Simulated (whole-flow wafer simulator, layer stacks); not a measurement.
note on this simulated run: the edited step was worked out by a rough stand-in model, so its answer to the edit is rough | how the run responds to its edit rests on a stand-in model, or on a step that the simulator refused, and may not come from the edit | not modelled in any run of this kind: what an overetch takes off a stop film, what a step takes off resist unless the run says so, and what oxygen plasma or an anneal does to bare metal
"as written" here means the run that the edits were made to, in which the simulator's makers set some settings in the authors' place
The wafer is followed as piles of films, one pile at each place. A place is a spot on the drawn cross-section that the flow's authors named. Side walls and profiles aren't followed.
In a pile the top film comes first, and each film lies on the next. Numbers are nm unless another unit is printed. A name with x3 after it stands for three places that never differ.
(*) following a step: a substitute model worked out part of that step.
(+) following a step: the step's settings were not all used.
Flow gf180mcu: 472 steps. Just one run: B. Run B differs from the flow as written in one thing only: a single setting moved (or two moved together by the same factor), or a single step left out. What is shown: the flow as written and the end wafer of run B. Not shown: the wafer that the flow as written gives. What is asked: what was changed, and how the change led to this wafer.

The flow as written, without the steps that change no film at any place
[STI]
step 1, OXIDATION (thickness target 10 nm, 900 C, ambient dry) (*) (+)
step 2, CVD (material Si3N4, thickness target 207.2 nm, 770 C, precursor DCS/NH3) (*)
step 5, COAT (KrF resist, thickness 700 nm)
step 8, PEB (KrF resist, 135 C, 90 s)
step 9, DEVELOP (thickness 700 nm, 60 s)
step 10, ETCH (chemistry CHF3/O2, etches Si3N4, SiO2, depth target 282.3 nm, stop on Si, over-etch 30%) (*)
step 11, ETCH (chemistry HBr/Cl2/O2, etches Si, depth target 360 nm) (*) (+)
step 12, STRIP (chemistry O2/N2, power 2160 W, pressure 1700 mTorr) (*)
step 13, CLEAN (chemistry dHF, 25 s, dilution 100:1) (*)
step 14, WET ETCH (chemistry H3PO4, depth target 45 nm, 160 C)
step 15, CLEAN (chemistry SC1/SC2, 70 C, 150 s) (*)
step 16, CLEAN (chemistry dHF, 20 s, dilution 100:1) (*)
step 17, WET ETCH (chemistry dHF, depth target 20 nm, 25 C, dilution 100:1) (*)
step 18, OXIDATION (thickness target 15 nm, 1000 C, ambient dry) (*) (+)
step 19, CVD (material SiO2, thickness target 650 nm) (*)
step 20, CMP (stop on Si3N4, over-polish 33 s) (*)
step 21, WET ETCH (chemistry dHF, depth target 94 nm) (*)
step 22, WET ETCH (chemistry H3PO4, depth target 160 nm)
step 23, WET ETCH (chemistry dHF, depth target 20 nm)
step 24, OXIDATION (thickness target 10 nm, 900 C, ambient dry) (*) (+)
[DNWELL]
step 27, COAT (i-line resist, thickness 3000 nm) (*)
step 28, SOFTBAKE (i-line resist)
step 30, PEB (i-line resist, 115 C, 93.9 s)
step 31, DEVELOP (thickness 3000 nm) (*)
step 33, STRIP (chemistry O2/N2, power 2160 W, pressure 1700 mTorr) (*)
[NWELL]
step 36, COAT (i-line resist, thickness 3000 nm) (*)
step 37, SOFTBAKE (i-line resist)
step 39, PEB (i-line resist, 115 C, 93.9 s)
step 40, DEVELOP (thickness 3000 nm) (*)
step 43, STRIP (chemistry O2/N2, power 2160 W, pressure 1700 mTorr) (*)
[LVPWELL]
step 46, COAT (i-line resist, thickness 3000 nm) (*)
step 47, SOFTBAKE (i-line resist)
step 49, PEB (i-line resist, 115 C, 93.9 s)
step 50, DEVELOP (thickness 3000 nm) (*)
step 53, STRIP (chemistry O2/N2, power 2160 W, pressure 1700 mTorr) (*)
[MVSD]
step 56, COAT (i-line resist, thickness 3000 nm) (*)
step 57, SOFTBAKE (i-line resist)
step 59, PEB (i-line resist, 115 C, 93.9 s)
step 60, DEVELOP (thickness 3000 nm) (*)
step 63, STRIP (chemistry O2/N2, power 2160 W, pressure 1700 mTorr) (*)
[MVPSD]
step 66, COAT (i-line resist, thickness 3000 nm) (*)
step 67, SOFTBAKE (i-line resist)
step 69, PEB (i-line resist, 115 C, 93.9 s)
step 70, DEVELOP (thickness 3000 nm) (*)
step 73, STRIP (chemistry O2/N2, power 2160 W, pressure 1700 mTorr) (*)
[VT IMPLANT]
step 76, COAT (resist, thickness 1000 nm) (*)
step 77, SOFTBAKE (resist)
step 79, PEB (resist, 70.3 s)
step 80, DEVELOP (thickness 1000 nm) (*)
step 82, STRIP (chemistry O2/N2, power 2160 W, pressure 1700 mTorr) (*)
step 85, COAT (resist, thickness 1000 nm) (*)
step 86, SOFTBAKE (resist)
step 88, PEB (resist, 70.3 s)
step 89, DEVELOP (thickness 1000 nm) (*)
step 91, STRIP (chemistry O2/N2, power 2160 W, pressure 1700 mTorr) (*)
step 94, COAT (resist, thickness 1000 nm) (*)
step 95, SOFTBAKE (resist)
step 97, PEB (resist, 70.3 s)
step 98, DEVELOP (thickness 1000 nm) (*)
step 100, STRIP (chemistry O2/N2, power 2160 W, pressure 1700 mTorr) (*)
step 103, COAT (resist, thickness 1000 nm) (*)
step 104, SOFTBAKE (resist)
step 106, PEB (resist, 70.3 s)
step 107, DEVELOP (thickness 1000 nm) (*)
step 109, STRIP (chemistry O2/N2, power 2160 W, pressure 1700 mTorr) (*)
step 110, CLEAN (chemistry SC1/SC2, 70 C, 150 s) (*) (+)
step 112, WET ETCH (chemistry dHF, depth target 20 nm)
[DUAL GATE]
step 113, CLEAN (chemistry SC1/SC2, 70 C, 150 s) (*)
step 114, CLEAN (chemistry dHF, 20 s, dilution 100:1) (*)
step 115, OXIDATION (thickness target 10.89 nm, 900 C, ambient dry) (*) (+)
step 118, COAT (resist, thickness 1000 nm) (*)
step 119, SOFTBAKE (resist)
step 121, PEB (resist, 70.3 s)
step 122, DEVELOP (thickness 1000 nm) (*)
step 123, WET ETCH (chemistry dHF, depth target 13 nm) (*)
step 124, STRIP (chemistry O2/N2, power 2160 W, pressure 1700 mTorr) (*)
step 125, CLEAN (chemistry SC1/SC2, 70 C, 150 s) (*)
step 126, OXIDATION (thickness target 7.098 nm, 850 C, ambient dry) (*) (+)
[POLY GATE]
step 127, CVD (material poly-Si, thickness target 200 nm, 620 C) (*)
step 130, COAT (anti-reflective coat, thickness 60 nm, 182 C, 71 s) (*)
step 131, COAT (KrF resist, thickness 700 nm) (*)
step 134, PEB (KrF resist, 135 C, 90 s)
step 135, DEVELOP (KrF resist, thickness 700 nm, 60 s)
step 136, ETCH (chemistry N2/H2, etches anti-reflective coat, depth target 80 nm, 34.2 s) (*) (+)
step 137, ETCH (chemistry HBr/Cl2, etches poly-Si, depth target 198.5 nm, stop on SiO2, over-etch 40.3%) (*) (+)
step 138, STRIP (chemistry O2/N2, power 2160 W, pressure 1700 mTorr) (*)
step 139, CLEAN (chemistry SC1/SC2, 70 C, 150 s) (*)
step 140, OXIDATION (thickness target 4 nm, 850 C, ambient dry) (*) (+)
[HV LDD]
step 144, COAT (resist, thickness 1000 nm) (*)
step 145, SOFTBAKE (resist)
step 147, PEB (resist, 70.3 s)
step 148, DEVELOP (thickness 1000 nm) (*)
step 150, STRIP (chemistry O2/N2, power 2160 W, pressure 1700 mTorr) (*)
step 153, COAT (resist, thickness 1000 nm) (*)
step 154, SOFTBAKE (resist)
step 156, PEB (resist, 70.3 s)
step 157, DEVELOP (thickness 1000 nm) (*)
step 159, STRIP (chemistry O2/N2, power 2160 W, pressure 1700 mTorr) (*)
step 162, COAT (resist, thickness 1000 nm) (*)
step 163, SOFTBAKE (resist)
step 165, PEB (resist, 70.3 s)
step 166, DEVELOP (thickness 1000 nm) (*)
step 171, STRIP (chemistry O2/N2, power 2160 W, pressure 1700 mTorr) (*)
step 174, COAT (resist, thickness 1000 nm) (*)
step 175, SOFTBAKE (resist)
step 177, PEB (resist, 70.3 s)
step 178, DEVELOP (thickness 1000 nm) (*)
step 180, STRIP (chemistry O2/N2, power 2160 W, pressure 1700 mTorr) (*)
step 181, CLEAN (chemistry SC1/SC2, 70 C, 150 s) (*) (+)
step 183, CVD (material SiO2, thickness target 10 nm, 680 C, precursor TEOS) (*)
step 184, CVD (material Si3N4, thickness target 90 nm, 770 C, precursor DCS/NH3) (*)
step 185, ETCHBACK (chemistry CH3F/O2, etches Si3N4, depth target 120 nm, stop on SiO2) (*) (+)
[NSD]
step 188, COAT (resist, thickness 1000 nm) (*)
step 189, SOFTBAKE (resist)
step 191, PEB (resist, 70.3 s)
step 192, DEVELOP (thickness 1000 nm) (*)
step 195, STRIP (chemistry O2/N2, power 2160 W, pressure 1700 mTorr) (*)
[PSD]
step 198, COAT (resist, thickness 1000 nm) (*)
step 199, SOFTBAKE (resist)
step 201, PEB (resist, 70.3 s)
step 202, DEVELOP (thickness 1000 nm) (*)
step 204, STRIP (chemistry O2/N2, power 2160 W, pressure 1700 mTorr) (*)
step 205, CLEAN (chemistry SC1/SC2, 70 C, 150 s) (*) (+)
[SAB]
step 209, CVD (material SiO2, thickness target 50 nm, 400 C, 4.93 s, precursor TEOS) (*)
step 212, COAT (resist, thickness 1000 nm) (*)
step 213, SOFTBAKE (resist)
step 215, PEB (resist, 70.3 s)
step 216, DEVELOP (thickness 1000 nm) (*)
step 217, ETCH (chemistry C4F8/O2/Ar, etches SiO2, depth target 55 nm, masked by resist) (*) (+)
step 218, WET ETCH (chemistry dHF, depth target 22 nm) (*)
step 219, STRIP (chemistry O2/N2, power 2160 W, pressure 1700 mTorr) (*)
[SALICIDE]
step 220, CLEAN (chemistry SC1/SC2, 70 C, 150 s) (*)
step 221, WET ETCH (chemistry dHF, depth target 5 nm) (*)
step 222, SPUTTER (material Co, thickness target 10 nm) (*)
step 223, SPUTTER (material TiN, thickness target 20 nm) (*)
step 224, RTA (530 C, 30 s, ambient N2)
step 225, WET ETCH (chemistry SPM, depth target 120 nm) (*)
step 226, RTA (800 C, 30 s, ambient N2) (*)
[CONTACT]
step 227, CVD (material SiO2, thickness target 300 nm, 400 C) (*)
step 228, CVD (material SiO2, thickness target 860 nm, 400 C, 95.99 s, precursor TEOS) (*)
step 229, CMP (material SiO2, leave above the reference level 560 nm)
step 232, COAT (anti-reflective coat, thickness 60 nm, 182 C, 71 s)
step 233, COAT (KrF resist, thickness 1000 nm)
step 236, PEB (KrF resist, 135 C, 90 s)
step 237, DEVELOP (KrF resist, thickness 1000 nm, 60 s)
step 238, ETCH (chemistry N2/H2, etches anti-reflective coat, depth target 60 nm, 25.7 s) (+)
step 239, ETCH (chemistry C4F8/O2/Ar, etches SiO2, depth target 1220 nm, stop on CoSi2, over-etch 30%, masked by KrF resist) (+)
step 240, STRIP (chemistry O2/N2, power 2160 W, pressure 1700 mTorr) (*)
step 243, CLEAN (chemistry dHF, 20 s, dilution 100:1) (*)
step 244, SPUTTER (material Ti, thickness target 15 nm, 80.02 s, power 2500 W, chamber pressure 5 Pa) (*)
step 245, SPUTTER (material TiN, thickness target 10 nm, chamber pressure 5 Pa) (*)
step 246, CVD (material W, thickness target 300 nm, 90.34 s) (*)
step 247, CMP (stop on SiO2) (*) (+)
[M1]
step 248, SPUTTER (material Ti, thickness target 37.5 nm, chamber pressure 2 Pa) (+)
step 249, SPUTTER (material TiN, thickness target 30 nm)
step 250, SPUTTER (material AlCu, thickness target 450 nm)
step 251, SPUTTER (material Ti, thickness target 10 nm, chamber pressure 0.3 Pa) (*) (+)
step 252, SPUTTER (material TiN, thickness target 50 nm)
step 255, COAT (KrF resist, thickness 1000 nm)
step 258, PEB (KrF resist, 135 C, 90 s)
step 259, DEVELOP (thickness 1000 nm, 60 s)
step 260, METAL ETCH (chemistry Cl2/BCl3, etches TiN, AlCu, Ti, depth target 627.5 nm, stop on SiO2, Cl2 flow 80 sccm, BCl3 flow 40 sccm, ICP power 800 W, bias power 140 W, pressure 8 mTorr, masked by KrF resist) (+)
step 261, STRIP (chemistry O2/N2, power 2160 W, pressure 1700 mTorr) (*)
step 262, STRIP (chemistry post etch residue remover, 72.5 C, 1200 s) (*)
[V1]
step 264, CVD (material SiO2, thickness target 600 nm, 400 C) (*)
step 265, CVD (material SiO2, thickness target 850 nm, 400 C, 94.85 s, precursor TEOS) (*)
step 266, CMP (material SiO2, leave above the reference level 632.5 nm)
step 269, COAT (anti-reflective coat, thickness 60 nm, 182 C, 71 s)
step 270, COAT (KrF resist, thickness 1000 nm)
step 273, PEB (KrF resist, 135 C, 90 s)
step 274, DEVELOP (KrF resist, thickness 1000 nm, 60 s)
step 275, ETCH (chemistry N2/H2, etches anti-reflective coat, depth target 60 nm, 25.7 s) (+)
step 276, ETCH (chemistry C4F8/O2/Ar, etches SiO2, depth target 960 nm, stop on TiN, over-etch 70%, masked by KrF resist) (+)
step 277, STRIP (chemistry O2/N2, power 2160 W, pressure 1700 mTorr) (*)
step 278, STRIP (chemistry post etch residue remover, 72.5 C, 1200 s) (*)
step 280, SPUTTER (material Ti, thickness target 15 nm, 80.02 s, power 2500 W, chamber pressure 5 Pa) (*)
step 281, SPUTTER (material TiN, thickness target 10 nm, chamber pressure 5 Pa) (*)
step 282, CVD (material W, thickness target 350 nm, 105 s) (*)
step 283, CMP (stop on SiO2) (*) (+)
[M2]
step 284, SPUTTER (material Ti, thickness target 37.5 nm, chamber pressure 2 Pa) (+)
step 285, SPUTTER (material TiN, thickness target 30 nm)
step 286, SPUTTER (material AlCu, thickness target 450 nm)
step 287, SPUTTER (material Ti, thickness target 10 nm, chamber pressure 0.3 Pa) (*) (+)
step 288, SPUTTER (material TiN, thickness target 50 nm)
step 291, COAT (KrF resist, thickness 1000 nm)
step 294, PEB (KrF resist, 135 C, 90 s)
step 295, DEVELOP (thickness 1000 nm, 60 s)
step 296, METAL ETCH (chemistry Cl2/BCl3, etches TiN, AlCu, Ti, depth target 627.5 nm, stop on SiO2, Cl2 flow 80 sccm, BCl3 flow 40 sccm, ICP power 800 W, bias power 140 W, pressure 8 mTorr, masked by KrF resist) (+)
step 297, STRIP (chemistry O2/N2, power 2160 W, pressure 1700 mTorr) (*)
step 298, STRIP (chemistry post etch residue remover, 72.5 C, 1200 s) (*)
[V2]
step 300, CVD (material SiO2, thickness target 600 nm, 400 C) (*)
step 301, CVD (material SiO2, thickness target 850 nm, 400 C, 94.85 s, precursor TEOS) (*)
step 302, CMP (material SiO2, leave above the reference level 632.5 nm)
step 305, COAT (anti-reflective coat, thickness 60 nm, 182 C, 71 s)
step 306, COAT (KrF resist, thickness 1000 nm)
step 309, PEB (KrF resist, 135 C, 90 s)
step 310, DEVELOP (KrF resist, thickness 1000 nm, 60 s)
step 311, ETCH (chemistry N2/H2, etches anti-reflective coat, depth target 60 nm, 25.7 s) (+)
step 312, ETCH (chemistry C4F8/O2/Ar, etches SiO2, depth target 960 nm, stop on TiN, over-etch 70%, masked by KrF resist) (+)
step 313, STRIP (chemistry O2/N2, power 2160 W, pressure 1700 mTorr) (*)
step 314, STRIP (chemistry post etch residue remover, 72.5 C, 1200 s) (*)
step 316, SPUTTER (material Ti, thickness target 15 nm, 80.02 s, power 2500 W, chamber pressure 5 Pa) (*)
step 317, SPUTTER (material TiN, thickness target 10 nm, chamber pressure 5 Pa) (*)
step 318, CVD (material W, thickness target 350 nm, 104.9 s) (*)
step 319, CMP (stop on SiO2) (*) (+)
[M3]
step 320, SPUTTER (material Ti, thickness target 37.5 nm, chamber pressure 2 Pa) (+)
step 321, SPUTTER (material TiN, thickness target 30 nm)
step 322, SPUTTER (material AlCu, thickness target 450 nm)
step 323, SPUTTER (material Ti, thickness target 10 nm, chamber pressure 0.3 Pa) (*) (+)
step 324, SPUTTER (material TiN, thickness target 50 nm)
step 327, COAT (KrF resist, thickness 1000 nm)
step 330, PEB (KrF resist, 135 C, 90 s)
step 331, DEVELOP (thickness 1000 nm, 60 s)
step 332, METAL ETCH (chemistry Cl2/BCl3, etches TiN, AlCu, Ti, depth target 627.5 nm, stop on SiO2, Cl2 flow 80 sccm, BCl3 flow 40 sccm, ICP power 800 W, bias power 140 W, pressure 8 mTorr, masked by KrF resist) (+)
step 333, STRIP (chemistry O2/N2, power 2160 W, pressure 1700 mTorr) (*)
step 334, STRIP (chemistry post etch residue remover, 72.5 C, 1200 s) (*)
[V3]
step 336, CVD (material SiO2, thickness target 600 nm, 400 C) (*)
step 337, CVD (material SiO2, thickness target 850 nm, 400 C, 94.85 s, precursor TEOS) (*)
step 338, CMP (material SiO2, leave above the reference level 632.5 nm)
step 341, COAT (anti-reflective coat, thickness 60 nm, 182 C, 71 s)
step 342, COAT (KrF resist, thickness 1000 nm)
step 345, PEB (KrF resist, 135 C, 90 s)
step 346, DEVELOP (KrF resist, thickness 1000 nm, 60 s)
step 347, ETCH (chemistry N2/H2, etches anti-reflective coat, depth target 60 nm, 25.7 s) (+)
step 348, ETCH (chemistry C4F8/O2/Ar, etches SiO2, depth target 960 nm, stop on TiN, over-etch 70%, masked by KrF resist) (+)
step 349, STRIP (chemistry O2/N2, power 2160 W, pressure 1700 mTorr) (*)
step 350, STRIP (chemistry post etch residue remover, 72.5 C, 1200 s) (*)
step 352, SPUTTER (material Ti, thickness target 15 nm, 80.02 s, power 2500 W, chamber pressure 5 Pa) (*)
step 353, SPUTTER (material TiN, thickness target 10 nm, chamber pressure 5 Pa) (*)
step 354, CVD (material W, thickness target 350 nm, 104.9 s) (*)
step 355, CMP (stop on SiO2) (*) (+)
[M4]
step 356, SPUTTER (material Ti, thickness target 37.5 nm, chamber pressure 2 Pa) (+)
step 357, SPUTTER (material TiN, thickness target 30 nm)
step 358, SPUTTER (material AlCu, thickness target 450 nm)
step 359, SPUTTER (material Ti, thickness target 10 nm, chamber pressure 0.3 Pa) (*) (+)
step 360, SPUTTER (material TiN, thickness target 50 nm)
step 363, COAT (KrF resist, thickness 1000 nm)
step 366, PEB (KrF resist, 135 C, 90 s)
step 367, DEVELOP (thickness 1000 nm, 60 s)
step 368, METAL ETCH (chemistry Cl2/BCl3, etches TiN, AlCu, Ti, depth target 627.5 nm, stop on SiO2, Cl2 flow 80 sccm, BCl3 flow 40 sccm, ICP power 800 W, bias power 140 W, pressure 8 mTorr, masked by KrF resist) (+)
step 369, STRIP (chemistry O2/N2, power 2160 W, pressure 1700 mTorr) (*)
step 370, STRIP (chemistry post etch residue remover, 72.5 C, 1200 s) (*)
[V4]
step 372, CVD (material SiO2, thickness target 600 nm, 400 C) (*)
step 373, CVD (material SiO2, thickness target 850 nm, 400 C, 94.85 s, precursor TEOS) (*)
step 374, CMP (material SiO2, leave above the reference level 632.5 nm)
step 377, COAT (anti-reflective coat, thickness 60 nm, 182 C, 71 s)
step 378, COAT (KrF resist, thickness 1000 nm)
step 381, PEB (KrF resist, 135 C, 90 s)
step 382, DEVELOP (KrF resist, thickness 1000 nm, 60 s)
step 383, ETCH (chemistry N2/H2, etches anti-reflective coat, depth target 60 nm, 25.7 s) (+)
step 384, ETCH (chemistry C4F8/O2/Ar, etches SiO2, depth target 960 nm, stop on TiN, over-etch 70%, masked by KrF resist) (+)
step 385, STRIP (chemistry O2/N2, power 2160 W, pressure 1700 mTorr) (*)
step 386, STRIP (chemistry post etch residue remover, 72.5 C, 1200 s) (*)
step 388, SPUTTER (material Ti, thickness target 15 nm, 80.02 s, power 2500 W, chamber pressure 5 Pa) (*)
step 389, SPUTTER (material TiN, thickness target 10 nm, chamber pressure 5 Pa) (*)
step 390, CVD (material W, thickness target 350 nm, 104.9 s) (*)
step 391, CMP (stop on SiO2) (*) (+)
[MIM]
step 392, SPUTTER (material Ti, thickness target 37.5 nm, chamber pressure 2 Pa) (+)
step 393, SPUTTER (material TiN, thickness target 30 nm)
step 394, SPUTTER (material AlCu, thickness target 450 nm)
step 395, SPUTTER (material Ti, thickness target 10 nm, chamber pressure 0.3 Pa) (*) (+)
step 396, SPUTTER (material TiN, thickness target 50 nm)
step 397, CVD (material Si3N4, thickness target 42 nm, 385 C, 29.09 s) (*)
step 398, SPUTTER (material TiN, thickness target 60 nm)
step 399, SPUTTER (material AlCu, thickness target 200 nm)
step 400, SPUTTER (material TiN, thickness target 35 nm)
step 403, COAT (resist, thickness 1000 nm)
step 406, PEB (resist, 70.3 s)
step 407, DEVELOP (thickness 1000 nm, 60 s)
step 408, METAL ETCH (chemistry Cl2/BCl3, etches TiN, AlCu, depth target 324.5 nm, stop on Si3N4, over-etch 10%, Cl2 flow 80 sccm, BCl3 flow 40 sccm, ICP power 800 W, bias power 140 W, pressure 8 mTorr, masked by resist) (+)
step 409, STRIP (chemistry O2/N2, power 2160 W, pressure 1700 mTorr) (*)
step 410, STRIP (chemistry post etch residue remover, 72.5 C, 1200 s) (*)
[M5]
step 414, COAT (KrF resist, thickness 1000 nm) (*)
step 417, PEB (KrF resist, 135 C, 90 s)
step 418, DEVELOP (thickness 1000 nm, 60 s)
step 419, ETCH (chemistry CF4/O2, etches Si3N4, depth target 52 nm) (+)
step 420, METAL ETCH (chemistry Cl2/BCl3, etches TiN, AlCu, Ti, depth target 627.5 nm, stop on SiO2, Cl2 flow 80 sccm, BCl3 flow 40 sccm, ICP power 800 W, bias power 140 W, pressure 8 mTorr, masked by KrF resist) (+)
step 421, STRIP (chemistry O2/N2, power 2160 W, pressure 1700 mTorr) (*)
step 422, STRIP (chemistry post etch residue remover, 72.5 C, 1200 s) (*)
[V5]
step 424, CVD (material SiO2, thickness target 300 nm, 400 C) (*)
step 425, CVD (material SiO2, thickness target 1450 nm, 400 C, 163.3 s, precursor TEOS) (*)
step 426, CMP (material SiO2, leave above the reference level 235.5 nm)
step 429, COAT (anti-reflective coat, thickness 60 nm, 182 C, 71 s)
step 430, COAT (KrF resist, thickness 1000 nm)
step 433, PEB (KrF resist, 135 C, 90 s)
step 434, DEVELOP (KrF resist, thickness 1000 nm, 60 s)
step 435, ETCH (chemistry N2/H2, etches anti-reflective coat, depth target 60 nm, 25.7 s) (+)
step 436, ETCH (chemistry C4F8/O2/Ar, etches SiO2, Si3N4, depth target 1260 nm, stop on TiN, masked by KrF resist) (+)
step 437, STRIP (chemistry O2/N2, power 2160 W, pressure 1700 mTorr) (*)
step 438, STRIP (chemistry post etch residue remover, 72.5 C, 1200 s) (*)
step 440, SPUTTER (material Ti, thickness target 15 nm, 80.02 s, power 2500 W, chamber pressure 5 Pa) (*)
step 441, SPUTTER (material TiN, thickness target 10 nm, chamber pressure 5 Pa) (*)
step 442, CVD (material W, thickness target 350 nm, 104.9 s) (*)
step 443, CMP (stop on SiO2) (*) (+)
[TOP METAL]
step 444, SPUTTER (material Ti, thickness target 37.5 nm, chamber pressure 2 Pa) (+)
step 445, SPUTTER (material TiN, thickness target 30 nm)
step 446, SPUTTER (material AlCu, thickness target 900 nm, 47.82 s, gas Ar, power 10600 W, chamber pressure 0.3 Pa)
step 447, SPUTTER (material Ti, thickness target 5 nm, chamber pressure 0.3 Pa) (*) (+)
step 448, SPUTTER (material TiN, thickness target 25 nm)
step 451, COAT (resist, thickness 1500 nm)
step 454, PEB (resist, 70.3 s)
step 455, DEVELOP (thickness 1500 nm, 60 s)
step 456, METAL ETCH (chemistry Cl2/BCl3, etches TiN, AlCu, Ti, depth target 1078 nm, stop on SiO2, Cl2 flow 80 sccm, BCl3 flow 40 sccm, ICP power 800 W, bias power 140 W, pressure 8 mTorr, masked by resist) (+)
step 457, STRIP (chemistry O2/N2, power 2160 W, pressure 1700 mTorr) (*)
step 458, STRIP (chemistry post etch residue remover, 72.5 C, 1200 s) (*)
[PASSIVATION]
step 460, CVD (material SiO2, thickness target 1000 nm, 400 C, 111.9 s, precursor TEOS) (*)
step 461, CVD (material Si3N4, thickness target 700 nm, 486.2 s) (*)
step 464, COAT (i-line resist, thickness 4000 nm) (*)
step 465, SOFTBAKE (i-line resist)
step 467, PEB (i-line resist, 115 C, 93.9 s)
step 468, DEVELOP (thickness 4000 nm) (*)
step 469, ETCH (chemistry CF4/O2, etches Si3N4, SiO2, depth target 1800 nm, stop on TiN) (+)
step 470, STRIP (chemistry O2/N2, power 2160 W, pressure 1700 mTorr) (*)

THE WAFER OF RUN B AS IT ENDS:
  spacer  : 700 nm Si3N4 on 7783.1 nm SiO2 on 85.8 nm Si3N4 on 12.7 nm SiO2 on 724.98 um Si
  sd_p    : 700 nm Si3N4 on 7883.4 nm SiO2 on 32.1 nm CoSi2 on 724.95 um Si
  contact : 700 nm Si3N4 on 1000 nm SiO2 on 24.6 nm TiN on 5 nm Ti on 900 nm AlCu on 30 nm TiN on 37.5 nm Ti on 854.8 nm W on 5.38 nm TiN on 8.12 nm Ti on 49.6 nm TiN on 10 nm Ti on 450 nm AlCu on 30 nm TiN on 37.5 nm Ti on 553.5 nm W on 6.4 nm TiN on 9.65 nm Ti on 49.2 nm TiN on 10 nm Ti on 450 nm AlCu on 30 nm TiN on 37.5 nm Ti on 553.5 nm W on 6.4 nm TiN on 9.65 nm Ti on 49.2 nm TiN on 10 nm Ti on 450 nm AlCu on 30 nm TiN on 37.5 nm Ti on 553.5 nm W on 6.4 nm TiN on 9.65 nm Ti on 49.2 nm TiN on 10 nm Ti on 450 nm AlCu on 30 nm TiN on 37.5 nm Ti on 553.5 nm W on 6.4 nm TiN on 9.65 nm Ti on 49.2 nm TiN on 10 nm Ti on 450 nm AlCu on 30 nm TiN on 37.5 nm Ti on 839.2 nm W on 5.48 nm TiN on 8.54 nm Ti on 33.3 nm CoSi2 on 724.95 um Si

Cause: step 183, CVD: thickness target 5.5 nm was run, whereas the flow has thickness target 10 nm.

The path from the change to this, step by step:
  step 183, CVD (material SiO2, thickness target 10 nm, 680 C, precursor TEOS) (*)
      field, field__w1, field__w2 and 99 more: SiO2 gains 5.5 (as written it would have been: SiO2 gains 10)
      ld_drift_p: SiO2 gains 5.43 (as written it would have been: SiO2 gains 9.87)
      (and at 1 other place as well)
  step 189, SOFTBAKE (resist)
      field: resist loses 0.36 (as written it would have been: resist gains 3.56)
      active_hv: resist loses 0.53 (as written it would have been: resist gains 2.68)
      (and at 3 other places as well)
  step 199, SOFTBAKE (resist)
      field: resist loses 0.36 (as written it would have been: resist gains 3.56)
      active_hv: resist loses 0.53 (as written it would have been: resist gains 2.68)
      (and at 3 other places as well)
  step 218, WET ETCH (chemistry dHF, depth target 22 nm) (*)
      gate, gate_hv, gate_p and 23 more: SiO2 loses 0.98 (all of it) (as written it would have been: SiO2 loses 5.48 (all of it))
      active, p_well, sd_n, iso_ptap_pw, iso_ntap_nw, iso_ptap_sub, vpnp_e: SiO2 loses 4.51 (all of it) (as written it would have been: SiO2 loses 9.01 (all of it))
      (and at 16 other places as well)
  step 229, CMP (material SiO2, leave above the reference level 560 nm)
      field__w2: SiO2 loses 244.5 (as written it would have been: SiO2 loses 250)
      field__w3: SiO2 loses 226.7 (as written it would have been: SiO2 loses 232.3)
      (and at 2 other places as well)
